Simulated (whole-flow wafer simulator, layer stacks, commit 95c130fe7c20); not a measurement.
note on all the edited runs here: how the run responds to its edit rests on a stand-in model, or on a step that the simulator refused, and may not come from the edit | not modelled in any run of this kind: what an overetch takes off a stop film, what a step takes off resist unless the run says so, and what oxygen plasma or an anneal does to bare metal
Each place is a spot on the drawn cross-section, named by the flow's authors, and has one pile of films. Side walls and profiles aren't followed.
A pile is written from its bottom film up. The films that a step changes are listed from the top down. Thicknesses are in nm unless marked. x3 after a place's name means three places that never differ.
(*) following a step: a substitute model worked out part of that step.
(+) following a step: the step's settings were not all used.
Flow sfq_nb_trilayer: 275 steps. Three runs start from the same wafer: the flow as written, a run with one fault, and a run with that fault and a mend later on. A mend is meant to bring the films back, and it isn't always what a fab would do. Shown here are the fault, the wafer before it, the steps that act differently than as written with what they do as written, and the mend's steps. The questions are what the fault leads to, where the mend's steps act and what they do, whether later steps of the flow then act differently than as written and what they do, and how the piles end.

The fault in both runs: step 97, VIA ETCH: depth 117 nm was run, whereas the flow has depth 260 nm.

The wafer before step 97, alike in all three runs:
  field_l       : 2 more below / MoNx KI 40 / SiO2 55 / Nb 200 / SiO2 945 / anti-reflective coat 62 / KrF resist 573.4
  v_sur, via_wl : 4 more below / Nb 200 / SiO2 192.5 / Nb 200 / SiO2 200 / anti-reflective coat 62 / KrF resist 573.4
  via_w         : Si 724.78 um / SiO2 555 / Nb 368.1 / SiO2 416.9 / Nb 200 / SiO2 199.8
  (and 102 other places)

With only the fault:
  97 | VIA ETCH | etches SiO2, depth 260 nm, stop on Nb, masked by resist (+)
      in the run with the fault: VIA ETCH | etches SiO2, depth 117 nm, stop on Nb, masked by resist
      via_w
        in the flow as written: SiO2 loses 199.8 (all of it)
        in the run with the fault: SiO2 loses 117
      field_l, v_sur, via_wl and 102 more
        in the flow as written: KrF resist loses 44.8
        in the run with the fault: KrF resist loses 20.2
  Steps later in the flow that act otherwise than as written (not shown: 3 more steps that differ only slightly, by at most 2% or 0.5 nm, whichever is larger):
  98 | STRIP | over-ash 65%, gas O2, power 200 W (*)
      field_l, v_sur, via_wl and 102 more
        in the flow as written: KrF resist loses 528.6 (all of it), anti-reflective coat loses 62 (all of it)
        in the run with the fault: KrF resist loses 553.3 (all of it), anti-reflective coat loses 62 (all of it)
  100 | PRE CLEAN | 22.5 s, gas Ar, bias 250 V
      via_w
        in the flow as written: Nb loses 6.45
        in the run with the fault: SiO2 loses 7.5
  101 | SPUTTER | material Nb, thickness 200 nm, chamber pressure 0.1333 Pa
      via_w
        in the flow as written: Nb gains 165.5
        in the run with the fault: Nb gains 183.7 (new film)
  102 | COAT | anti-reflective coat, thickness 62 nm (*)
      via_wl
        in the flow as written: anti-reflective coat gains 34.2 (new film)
        in the run with the fault: anti-reflective coat gains 38.8 (new film)
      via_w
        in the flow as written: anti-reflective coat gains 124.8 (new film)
        in the run with the fault: anti-reflective coat gains 105.9 (new film)
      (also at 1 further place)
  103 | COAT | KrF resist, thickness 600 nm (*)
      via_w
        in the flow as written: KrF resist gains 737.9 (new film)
        in the run with the fault: KrF resist gains 670.4 (new film)
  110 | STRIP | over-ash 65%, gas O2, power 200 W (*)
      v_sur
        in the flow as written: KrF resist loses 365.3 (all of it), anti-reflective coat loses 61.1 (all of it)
        in the run with the fault: KrF resist loses 372.8 (all of it), anti-reflective coat loses 60.7 (all of it)
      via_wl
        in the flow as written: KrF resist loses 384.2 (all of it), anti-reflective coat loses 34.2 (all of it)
        in the run with the fault: KrF resist loses 390.1 (all of it), anti-reflective coat loses 38.8 (all of it)
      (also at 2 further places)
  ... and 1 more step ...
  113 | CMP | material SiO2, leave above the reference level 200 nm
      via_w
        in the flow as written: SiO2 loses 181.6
        in the run with the fault: SiO2 loses 166.5
  At via_w, the piles at the end differ from the flow's by more than 2% or 0.5 nm, whichever is larger.
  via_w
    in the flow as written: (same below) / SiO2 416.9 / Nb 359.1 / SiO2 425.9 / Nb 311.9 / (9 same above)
    in the run with the fault: (same below) / SiO2 416.9 / Nb 200 / SiO2 75.3 / Nb 183.7 / SiO2 326 / Nb 311.9 / (9 same above)

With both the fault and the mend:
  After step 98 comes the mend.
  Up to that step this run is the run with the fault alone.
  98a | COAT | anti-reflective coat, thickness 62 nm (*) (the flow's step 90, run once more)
      p4_fl x3, p4_w1 x9, p4_g1 x2 and 63 more
        anti-reflective coat gains 62 (new film)
      gap, jj_sur, ce_l and 16 more
        anti-reflective coat gains 61.9 (new film)
      field_l, wire
        anti-reflective coat gains 61.7 (new film)
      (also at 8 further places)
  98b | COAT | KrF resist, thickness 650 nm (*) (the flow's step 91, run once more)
      p4_fl x3, p4_w1 x9, p4_g1 x2 and 63 more
        KrF resist gains 650 (new film)
      moat, field_r, lsp_l and 6 more
        KrF resist gains 649.7 (new film)
      be_r, r_sur, res, r_end
        KrF resist gains 649.6 (new film)
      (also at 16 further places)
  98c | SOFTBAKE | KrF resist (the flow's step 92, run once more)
      alters no film at any place that is followed
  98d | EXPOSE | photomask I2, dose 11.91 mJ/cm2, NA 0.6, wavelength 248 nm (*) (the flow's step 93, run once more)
      alters no film at any place that is followed
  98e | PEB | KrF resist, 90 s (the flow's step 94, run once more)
      be_sur, gap, jj_sur and 94 more
        KrF resist loses 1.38
      v_sur, via_sp, via_v, wire, be
        KrF resist loses 1.37
      via_wl, via_wr
        KrF resist loses 1.41
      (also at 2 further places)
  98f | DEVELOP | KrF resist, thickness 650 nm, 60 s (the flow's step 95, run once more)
      field_l, v_sur, via_wl and 102 more
        KrF resist loses 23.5
      via_w
        KrF resist loses 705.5 (all of it)
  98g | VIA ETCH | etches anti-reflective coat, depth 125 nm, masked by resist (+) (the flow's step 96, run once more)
      field_l, v_sur, via_wl and 102 more
        KrF resist loses 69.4
      via_w
        anti-reflective coat loses 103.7 (all of it), SiO2 loses 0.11
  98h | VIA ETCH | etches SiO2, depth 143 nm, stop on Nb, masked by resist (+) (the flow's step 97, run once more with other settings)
      field_l, v_sur, via_wl and 102 more
        KrF resist loses 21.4
      via_w
        SiO2 loses 82.7 (all of it)
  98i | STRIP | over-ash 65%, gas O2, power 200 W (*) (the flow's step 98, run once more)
      p4_fl x3, p4_w1 x9, p4_g1 x2 and 63 more
        KrF resist loses 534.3 (all of it), anti-reflective coat loses 62 (all of it)
      r_sur, res, r_end, moat, field_r, lsp_l, l0v
        KrF resist loses 533.9 (all of it), anti-reflective coat loses 61.9 (all of it)
      ln_m5, lsp_m, ln_m6, lsp_r, l0_sur
        KrF resist loses 534 (all of it), anti-reflective coat loses 61.9 (all of it)
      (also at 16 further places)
  Later steps of the flow that are run all act as written at every place that is followed.
  The piles end the same as the flow's at every place that both follow.
